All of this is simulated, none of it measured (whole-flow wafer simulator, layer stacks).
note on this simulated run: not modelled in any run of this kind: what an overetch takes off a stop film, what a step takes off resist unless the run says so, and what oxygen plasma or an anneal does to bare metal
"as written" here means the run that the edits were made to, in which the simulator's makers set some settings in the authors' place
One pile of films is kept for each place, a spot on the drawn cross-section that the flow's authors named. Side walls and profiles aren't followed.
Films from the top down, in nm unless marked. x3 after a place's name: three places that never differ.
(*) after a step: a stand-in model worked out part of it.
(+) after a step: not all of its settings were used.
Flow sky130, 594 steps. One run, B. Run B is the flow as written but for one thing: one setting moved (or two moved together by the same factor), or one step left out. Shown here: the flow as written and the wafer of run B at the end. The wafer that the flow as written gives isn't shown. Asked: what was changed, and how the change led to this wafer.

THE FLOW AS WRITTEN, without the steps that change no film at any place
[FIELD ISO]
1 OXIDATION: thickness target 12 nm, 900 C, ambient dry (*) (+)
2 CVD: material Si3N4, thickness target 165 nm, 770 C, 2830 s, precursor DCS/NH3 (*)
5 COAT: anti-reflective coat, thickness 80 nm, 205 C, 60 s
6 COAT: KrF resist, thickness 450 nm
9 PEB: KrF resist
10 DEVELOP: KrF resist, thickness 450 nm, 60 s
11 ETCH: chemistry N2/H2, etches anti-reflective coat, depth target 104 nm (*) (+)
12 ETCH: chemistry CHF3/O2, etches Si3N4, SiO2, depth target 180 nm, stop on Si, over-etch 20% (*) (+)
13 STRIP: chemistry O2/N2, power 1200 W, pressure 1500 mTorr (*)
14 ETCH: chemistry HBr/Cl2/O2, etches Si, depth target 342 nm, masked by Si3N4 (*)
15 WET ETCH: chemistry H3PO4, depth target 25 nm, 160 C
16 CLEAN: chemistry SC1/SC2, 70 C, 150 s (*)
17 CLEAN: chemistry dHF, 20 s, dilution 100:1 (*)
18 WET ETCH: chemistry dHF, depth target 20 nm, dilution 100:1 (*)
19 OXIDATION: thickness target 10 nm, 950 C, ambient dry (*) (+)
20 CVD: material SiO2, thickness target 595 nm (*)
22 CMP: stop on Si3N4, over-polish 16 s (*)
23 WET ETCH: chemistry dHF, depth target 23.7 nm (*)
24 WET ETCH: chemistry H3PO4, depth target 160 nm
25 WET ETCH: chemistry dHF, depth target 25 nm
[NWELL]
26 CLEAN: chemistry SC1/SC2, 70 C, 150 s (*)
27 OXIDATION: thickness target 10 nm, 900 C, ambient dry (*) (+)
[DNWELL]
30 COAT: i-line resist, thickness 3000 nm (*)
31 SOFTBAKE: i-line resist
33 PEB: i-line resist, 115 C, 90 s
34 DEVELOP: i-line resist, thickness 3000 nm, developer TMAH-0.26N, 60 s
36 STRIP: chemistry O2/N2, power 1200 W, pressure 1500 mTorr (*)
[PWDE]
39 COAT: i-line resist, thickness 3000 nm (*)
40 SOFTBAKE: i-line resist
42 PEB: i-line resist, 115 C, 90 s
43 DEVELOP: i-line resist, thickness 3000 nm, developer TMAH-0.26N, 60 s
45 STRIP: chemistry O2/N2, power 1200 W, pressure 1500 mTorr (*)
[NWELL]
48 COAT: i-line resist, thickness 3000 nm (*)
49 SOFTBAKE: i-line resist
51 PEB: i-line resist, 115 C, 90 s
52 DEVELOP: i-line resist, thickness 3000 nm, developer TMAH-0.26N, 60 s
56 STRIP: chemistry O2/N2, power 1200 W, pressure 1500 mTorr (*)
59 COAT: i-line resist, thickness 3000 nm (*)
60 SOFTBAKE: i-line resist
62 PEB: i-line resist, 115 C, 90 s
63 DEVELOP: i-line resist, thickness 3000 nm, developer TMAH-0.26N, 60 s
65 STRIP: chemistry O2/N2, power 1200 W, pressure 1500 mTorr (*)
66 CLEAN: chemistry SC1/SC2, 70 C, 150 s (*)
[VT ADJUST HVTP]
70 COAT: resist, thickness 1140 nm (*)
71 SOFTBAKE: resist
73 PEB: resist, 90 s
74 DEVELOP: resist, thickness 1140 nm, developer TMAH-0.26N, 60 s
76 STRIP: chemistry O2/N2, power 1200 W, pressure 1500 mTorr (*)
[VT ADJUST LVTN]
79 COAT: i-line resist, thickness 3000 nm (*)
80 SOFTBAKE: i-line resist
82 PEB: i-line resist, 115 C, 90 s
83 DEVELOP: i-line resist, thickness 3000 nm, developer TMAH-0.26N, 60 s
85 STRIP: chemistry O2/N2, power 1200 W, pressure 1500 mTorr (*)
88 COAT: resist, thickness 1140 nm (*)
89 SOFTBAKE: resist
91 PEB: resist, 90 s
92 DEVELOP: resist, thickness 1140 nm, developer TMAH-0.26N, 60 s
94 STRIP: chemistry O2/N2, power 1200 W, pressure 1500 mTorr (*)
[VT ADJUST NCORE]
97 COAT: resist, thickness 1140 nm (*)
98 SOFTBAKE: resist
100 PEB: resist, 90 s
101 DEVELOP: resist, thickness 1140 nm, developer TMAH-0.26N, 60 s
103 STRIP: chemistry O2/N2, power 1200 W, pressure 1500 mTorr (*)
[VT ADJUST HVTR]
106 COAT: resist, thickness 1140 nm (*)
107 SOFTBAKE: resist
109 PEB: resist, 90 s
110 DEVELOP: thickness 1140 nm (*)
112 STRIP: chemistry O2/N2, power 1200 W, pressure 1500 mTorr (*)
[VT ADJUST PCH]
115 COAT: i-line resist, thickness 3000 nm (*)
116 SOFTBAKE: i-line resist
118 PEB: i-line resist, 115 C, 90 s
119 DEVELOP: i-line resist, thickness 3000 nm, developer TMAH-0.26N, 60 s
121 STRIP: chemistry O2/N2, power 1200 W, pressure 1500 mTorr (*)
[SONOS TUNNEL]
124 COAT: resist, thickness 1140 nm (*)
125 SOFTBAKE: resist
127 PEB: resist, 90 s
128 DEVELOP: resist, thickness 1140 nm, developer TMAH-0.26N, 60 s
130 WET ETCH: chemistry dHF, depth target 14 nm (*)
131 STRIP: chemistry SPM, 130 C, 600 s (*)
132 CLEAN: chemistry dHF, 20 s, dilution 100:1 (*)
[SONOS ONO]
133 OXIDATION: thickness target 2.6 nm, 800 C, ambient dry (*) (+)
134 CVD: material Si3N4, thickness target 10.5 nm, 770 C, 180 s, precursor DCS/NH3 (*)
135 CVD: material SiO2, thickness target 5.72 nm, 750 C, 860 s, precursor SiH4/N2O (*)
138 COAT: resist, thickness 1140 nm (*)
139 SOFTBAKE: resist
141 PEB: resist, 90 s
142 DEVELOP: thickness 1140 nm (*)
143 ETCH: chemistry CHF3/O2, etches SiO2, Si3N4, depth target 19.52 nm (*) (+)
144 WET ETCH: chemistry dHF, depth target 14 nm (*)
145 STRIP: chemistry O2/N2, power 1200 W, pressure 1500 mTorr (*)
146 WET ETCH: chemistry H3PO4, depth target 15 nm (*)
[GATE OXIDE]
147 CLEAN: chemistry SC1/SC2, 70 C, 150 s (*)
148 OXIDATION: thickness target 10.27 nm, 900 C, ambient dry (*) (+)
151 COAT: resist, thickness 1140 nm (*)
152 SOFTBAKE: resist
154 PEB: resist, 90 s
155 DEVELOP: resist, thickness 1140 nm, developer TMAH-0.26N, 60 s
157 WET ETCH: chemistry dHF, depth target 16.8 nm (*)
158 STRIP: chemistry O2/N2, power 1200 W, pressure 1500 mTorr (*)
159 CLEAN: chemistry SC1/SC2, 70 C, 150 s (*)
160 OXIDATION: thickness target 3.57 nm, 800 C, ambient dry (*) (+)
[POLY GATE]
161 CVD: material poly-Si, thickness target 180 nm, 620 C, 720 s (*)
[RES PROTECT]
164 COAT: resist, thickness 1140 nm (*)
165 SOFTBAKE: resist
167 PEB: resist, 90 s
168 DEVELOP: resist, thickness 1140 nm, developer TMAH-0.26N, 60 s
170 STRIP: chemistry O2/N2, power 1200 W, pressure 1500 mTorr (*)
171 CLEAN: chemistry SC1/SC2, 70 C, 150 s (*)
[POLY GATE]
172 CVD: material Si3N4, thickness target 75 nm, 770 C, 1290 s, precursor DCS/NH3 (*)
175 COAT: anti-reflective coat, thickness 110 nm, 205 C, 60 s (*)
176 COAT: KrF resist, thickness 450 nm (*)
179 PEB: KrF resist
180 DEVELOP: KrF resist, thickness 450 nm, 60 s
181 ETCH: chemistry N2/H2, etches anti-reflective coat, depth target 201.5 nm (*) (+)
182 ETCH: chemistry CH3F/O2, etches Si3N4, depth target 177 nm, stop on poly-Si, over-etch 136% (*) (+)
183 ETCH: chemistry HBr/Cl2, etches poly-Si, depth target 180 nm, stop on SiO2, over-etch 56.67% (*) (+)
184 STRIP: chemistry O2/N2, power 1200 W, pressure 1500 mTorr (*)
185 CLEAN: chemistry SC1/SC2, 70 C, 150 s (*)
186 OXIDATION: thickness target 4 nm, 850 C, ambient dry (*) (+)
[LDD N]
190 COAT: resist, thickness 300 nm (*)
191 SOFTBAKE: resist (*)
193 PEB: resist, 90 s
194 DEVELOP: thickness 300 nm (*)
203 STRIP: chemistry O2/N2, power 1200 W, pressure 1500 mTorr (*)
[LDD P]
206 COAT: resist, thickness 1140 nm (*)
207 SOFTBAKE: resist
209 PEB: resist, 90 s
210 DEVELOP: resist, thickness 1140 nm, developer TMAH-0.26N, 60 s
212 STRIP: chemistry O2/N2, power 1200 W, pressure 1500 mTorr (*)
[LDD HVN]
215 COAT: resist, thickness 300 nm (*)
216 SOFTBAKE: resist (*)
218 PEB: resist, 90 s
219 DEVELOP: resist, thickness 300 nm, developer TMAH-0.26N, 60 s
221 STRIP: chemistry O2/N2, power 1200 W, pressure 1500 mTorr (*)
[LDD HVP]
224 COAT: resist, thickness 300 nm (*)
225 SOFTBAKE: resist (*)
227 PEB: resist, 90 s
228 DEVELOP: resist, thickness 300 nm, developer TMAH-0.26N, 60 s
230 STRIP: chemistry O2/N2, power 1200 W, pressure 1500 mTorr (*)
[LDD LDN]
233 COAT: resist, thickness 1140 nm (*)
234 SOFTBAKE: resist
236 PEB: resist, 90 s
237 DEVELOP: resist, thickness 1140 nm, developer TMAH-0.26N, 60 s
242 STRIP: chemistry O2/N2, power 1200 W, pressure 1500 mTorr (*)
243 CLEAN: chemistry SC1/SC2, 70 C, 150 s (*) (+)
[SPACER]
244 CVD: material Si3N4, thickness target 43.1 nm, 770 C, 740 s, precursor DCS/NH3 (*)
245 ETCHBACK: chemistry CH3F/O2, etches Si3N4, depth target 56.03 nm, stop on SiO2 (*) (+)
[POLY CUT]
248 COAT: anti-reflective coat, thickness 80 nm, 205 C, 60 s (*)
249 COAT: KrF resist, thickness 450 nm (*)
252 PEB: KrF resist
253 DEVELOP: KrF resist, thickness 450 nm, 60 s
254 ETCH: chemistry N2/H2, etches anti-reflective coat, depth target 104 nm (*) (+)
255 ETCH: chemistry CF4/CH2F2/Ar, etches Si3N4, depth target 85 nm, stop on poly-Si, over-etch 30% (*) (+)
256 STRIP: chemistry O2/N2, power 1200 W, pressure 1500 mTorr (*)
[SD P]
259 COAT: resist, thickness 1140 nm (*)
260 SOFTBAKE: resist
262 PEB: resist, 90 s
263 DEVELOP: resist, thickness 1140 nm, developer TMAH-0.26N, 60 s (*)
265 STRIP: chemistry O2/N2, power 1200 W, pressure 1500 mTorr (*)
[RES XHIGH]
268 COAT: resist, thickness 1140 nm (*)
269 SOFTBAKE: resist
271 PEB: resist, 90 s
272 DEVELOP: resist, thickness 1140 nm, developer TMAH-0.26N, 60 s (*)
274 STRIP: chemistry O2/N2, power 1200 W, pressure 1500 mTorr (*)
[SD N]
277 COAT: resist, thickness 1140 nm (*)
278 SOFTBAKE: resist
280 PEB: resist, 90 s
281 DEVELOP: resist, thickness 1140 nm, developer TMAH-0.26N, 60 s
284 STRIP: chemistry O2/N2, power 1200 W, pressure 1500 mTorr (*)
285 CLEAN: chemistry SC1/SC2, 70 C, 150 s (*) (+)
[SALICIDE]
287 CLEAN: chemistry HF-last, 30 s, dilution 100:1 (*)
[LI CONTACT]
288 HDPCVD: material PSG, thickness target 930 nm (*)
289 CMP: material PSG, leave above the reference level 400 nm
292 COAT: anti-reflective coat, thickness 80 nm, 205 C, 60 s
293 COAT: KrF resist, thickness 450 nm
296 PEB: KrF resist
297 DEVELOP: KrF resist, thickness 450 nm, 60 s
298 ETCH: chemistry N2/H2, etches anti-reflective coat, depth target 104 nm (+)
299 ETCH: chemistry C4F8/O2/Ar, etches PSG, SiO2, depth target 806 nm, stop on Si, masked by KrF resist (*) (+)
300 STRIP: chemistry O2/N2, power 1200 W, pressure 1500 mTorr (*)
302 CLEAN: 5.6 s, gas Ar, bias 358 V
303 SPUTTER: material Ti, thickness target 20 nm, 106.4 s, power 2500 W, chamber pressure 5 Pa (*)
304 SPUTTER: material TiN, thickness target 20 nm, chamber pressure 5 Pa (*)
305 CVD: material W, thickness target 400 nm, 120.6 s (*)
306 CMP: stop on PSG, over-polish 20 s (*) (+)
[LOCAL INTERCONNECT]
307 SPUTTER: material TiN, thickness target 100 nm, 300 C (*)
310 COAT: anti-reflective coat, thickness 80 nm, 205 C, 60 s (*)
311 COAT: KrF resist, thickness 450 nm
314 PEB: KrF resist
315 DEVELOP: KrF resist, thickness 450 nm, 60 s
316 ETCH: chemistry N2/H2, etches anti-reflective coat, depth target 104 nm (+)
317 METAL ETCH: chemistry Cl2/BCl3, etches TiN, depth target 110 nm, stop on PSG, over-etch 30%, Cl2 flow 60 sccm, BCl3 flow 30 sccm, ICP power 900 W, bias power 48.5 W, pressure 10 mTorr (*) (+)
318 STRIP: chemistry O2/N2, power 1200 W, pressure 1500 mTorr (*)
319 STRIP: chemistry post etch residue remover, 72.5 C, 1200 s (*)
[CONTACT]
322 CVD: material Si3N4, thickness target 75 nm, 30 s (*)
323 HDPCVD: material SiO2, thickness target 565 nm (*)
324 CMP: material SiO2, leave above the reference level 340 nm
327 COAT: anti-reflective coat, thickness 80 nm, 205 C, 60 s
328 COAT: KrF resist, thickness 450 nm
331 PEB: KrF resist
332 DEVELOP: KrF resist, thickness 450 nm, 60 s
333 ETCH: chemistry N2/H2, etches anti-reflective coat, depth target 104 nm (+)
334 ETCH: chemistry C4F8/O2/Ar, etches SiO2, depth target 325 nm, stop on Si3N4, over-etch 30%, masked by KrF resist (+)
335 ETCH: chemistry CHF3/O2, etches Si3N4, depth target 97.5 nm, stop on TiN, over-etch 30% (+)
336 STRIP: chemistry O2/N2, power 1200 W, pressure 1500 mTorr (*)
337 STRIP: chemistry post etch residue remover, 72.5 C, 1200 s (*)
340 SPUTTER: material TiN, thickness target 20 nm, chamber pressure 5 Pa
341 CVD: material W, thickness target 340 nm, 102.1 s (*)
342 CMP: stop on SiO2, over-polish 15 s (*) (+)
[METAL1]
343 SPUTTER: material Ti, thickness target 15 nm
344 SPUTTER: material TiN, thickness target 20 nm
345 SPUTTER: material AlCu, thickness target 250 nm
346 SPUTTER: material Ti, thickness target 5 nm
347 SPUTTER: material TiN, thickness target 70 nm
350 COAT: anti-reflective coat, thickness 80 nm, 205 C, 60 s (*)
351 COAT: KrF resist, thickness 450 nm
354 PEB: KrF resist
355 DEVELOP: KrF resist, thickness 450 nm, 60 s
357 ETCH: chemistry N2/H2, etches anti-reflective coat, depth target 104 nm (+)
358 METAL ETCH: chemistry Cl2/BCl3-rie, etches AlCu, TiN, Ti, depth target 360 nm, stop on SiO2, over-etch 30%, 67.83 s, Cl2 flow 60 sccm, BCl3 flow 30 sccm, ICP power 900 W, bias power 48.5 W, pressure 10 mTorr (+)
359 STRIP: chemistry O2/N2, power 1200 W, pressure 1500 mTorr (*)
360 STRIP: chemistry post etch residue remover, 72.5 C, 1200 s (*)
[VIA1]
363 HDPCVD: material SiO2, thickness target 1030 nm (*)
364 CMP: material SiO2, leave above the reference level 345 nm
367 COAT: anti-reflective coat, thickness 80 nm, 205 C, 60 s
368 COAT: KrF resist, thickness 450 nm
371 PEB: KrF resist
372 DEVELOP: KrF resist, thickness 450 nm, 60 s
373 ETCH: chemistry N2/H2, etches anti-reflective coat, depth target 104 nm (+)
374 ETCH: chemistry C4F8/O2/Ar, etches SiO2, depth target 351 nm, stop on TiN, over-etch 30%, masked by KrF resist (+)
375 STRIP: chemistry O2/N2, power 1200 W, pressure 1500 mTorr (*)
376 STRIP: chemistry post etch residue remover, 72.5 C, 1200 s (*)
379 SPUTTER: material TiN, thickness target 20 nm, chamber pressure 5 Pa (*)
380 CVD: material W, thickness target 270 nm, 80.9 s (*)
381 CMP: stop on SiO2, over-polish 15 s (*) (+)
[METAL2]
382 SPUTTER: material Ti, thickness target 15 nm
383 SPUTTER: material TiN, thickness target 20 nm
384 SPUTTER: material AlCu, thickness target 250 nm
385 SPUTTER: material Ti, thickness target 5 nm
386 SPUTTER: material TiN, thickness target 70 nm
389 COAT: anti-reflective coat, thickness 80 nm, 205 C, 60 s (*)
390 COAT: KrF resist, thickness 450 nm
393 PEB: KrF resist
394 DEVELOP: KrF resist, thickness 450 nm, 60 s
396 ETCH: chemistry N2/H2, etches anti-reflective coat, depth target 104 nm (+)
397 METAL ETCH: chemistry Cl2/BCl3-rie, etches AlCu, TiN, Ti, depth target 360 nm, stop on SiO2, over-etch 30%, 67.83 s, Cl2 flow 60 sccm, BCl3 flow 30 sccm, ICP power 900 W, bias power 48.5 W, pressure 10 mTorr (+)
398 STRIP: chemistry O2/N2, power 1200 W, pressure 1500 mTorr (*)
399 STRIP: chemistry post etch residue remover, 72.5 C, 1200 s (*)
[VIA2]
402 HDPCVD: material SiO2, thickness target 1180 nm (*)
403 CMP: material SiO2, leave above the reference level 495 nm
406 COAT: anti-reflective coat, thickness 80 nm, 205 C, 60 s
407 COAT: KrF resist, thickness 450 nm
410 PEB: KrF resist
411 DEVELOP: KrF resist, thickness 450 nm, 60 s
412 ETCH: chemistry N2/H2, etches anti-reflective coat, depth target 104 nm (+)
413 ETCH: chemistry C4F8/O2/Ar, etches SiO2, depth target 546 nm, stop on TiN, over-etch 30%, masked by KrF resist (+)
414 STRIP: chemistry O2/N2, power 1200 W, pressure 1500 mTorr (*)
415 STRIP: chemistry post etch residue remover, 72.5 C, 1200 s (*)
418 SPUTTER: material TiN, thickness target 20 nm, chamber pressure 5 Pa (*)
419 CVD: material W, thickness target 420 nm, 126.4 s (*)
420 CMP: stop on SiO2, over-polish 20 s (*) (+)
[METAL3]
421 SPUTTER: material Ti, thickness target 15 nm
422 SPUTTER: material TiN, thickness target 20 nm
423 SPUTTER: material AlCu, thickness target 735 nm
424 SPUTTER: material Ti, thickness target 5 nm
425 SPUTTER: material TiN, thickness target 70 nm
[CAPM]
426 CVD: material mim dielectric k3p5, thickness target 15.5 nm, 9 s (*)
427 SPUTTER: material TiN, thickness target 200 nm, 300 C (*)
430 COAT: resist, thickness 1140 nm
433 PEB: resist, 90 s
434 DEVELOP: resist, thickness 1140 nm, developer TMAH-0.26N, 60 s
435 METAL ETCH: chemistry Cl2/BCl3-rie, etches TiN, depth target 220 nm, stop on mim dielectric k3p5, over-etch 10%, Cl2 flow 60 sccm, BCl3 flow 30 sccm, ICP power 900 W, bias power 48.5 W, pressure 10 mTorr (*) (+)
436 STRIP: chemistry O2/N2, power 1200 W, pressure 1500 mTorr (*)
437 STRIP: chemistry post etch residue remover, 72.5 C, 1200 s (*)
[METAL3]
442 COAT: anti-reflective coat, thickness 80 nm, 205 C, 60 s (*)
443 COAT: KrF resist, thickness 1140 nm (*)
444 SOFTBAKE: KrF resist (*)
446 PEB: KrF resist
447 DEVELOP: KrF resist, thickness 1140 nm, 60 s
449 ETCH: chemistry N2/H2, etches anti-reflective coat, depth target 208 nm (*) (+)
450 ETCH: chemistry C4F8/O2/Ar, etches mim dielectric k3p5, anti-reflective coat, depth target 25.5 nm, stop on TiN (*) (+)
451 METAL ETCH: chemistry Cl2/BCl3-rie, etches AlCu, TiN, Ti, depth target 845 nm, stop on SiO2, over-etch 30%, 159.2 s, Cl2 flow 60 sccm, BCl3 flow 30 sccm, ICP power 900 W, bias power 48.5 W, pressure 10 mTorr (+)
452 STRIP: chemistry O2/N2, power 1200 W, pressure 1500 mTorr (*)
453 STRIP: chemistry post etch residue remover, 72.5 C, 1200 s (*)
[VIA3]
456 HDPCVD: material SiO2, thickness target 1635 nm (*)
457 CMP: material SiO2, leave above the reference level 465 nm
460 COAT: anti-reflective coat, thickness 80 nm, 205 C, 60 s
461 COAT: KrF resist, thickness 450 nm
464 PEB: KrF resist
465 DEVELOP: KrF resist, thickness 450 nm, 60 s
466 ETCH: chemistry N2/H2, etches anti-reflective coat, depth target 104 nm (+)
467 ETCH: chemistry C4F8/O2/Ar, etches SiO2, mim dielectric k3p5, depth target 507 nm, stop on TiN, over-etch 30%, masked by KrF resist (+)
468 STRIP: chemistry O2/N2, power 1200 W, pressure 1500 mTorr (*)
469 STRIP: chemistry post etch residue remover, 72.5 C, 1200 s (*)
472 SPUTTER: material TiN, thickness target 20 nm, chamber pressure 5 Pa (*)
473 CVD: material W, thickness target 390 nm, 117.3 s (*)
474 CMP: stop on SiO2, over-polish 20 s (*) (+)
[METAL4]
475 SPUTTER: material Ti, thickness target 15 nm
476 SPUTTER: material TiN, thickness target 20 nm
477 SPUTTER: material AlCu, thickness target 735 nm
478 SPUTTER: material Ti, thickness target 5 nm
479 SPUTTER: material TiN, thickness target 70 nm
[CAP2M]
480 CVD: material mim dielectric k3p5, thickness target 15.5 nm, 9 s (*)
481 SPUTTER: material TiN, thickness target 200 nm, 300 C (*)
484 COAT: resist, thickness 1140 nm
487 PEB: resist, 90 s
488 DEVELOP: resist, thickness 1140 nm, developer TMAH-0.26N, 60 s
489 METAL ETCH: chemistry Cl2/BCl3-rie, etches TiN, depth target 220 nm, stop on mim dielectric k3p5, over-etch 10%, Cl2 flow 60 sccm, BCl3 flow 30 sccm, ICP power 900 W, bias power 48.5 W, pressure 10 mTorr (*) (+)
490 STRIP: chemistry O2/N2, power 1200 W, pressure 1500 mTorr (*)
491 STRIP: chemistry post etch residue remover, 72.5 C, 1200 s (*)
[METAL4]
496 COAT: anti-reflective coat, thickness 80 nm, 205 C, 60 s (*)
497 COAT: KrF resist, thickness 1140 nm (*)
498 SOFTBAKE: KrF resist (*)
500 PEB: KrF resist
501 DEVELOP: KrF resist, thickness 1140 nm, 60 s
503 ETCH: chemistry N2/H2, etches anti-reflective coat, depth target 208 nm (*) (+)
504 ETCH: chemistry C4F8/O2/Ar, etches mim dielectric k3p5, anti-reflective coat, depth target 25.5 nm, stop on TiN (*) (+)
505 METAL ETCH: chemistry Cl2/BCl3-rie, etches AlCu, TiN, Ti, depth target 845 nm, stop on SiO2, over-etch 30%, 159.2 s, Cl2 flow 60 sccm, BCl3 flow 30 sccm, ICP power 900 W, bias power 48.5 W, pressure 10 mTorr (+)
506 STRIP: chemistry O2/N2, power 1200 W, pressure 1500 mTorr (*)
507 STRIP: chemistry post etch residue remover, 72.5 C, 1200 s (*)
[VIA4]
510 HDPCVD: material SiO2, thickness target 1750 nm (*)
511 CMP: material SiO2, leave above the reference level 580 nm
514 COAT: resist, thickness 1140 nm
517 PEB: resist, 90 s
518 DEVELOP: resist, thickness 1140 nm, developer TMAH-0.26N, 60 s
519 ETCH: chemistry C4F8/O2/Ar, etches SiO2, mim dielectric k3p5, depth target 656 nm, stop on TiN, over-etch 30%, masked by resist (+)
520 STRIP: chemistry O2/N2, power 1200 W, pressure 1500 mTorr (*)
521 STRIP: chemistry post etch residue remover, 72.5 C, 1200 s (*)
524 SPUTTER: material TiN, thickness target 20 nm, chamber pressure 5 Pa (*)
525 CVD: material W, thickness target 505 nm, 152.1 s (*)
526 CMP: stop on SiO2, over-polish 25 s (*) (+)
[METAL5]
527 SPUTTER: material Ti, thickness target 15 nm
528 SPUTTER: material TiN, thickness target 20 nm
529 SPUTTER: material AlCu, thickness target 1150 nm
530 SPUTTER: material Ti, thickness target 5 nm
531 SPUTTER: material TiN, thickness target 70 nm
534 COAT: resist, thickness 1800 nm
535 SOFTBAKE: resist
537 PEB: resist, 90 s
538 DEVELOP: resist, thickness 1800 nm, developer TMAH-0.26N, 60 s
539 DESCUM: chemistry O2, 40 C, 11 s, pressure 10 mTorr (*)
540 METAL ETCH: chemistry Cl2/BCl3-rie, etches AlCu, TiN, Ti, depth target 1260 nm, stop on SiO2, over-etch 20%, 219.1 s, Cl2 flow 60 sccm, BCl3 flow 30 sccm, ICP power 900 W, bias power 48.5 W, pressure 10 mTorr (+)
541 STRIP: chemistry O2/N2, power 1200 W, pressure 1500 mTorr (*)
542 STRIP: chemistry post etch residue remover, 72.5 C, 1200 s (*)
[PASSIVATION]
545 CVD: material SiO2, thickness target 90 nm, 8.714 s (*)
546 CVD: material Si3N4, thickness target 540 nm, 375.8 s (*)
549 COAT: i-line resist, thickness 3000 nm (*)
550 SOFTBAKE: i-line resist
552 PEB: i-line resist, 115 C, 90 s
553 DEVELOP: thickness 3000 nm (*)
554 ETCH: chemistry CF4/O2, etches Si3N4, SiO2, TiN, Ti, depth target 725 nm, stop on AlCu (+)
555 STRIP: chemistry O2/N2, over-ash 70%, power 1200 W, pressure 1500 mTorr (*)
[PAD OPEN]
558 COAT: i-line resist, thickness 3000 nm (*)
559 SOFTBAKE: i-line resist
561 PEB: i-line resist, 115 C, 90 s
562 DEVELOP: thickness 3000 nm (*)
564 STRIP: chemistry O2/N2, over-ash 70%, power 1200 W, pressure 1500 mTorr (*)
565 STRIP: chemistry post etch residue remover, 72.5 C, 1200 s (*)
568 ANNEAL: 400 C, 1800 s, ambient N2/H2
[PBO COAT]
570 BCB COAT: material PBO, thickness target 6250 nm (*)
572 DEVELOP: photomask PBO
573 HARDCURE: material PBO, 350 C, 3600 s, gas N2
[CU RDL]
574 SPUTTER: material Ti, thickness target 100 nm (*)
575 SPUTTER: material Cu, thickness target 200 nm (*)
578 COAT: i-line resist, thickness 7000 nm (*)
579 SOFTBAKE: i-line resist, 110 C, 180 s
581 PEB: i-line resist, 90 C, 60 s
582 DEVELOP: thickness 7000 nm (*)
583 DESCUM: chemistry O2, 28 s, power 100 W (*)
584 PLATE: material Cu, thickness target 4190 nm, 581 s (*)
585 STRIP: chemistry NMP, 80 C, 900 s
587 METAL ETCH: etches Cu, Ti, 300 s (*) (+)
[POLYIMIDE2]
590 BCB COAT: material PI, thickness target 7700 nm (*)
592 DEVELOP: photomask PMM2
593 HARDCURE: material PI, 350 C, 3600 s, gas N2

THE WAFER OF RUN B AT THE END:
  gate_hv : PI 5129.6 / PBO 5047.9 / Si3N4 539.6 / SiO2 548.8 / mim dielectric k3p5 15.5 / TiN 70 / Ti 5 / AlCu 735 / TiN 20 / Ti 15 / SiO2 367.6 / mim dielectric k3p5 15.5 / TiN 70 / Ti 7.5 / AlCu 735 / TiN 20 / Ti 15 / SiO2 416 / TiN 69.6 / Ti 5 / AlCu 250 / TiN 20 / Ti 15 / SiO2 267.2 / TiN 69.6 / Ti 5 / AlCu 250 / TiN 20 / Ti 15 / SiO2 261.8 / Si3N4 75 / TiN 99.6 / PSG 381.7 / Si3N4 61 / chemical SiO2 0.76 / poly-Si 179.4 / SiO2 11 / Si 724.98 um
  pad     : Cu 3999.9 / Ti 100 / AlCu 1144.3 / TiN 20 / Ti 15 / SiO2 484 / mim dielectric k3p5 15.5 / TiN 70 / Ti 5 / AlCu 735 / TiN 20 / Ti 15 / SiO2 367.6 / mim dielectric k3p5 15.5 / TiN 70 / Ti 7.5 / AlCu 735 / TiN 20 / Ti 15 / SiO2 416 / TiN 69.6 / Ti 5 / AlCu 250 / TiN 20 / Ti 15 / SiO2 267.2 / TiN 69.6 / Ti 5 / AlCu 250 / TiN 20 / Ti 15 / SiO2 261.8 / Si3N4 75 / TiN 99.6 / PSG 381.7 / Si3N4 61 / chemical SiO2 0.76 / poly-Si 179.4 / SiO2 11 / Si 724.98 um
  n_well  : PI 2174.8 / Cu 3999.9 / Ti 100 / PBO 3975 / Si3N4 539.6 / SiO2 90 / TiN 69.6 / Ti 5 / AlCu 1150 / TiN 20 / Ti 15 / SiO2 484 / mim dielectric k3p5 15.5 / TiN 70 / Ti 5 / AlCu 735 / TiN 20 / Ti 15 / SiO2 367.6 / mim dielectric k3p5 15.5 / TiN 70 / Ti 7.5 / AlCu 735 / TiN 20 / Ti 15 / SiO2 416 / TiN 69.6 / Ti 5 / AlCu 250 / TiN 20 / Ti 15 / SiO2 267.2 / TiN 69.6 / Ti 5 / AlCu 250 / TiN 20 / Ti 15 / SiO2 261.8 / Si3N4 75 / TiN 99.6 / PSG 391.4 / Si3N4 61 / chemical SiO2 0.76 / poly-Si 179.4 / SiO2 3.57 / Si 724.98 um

The cause: step 424, SPUTTER: thickness target 7.5 nm was run, where the flow has thickness target 5 nm.
It can be read off the wafer: gate_hv has Ti 7.5, and step 424 as written asks for 5 nm.

How the change led to this, step by step:
  424 SPUTTER: material Ti, thickness target 5 nm
      field, active, n_well and 188 more: Ti +7.5 (new film) (as written it would be: Ti +5 (new film))
  451 METAL ETCH: chemistry Cl2/BCl3-rie, etches AlCu, TiN, Ti, depth target 845 nm, stop on SiO2, over-etch 30%, 159.2 s, Cl2 flow 60 sccm, BCl3 flow 30 sccm, ICP power 900 W, bias power 48.5 W, pressure 10 mTorr (+)
      field, active, gate and 69 more: TiN -70 (all of it), Ti -7.5 (all of it), AlCu -735 (all of it), TiN -20 (all of it), Ti -15 (all of it), SiO2 -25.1 (as written it would be: TiN -70 (all of it), Ti -5 (all of it), AlCu -735 (all of it), TiN -20 (all of it), Ti -15 (all of it), SiO2 -25.4)
      vpp_ln, vpp_iso2, ndiff_ln and 10 more: TiN -70 (all of it), Ti -7.5 (all of it), AlCu -735 (all of it), TiN -20 (all of it), Ti -15 (all of it), SiO2 -25.1 (as written it would be: TiN -70 (all of it), Ti -5 (all of it), AlCu -735 (all of it), TiN -20 (all of it), Ti -15 (all of it), SiO2 -25.3)
